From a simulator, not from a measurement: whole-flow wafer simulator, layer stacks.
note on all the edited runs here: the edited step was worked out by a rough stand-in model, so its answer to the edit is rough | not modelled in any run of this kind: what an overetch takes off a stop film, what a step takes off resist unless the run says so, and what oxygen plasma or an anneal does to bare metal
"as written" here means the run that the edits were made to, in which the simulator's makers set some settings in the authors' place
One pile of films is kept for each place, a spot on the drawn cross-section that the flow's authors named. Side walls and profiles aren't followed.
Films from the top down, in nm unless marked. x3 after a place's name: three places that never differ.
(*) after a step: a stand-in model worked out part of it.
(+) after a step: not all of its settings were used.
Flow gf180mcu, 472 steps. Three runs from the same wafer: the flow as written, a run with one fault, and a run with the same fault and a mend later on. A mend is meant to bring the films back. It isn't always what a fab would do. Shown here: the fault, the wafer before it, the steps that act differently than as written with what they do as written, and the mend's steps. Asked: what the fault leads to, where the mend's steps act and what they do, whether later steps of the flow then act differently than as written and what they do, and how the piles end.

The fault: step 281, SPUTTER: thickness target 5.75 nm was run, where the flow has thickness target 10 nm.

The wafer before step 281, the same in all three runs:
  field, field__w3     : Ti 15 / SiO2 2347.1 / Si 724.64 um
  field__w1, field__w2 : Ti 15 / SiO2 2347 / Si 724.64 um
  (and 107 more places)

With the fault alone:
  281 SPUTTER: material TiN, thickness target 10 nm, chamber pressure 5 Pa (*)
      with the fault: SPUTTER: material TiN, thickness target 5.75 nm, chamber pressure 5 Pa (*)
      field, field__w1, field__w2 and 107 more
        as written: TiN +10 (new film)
        with the fault: TiN +5.75 (new film)
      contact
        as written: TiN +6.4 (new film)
        with the fault: TiN +3.69 (new film)
  Later steps of the flow that act differently than as written (1 more step differs only slightly, by at most 2% or 0.5 nm, whichever is larger, and isn't shown):
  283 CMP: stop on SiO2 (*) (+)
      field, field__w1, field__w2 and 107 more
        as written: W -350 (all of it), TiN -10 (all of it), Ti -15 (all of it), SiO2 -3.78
        with the fault: W -350 (all of it), TiN -5.75 (all of it), Ti -15 (all of it), SiO2 -3.74
  At the end the piles differ from the flow's by more than 2% or 0.5 nm, whichever is larger, at contact.
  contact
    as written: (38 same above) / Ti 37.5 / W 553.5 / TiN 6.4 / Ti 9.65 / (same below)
    with the fault: (38 same above) / Ti 37.5 / W 556.3 / TiN 3.69 / Ti 9.65 / (same below)

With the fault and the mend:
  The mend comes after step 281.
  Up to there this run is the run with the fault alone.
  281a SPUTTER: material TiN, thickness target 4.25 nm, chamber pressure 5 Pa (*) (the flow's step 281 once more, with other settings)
      field, field__w1, field__w2 and 107 more
        TiN +4.25
      contact
        TiN +2.72
  No later step of the flow acts differently than as written at any place that is followed.
  At the end the piles are the same as the flow's at every place that both follow.
